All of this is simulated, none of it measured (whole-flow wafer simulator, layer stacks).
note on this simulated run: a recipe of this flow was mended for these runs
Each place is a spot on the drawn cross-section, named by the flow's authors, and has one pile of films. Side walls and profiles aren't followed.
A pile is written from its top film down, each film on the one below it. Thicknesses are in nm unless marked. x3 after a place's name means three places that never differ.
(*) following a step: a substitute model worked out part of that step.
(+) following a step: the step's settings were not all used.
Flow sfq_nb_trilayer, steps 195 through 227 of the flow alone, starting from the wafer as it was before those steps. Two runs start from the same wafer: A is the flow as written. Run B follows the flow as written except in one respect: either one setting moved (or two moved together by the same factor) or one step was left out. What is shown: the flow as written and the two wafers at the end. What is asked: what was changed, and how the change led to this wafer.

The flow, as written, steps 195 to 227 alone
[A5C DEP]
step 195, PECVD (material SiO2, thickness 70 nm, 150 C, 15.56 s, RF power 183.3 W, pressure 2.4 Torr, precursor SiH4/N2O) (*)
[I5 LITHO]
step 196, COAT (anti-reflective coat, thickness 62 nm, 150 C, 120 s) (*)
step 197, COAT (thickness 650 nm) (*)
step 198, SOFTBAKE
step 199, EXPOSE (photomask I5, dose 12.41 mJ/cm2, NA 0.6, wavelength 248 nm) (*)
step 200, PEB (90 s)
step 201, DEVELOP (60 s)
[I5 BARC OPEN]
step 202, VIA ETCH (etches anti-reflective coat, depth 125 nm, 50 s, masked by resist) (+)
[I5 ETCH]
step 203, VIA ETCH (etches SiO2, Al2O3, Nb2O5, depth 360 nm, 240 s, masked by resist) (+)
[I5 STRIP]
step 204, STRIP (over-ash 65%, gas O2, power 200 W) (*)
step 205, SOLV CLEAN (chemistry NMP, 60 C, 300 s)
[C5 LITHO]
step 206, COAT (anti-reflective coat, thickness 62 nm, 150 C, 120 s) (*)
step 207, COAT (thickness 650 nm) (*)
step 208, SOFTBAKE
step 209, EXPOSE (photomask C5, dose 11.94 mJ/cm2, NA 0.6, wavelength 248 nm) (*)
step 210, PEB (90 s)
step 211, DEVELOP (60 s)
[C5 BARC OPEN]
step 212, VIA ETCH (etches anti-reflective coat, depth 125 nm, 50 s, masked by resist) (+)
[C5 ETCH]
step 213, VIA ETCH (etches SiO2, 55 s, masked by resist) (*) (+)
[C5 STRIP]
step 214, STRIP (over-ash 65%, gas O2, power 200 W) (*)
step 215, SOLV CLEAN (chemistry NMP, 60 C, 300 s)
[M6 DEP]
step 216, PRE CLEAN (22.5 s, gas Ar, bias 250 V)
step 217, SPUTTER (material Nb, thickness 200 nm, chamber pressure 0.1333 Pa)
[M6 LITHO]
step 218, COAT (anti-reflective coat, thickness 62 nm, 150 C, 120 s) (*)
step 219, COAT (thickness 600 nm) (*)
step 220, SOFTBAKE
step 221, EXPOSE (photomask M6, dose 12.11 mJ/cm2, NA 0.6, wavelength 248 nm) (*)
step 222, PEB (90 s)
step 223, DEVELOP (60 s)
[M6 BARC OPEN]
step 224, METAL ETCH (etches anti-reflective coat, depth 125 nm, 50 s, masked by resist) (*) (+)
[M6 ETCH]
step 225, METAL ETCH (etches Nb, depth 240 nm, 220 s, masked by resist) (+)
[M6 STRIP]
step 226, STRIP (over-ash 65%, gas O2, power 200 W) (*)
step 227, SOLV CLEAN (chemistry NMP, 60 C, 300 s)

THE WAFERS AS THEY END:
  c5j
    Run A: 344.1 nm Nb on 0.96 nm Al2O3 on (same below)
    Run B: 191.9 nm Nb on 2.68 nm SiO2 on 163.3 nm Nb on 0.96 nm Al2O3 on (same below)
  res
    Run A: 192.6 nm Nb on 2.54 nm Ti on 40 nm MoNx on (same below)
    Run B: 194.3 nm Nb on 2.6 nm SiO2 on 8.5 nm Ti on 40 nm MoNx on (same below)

Cause: step 213, VIA ETCH: 39 s was run, while the flow as written has 55 s.

How this came from the change, step by step:
  step 213, VIA ETCH (etches SiO2, 55 s, masked by resist) (*) (+)
      c5j: A -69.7 SiO2 (all of it), -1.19 Nb | B -59.6 SiO2
      res: A -69.7 SiO2 (all of it), -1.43 Ti | B -59.6 SiO2
      (as well as at 104 more places)
  step 216, PRE CLEAN (22.5 s, gas Ar, bias 250 V)
      c5j: A -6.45 Nb | B -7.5 SiO2
      res: A -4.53 Ti | B -7.5 SiO2
  step 217, SPUTTER (material Nb, thickness 200 nm, chamber pressure 0.1333 Pa)
      c5j: A +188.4 Nb | B +191.9 Nb (new film)
  step 218, COAT (anti-reflective coat, thickness 62 nm, 150 C, 120 s) (*)
      jj_sur: A +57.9 anti-reflective coat (new film) | B +59.2 anti-reflective coat (new film)
      ce_l: A +56.7 anti-reflective coat (new film) | B +59.2 anti-reflective coat (new film)
      (as well as at 6 more places)
  step 226, STRIP (over-ash 65%, gas O2, power 200 W) (*)
      jj_sur: A -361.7 KrF-resist-other-grade (all of it), -57.9 anti-reflective coat (all of it) | B -361.2 KrF-resist-other-grade (all of it), -59.2 anti-reflective coat (all of it)
      ce_l: A -369.7 KrF-resist-other-grade (all of it), -56.7 anti-reflective coat (all of it) | B -368.3 KrF-resist-other-grade (all of it), -59.2 anti-reflective coat (all of it)
      (as well as at 6 more places)
If metal films that touch count as one body, c5j has 4 bodies (between them, from the top down: SiO2 2.68; Al2O3 0.96; SiO2 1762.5); the flow as written gives 3 bodies (between them, from the top down: Al2O3 0.96; SiO2 1762.5).
If metal films that touch count as one body, res has 3 bodies (between them, from the top down: SiO2 2.6; SiO2 2090.9); the flow as written gives 2 bodies (between them, from the top down: SiO2 2090.9).
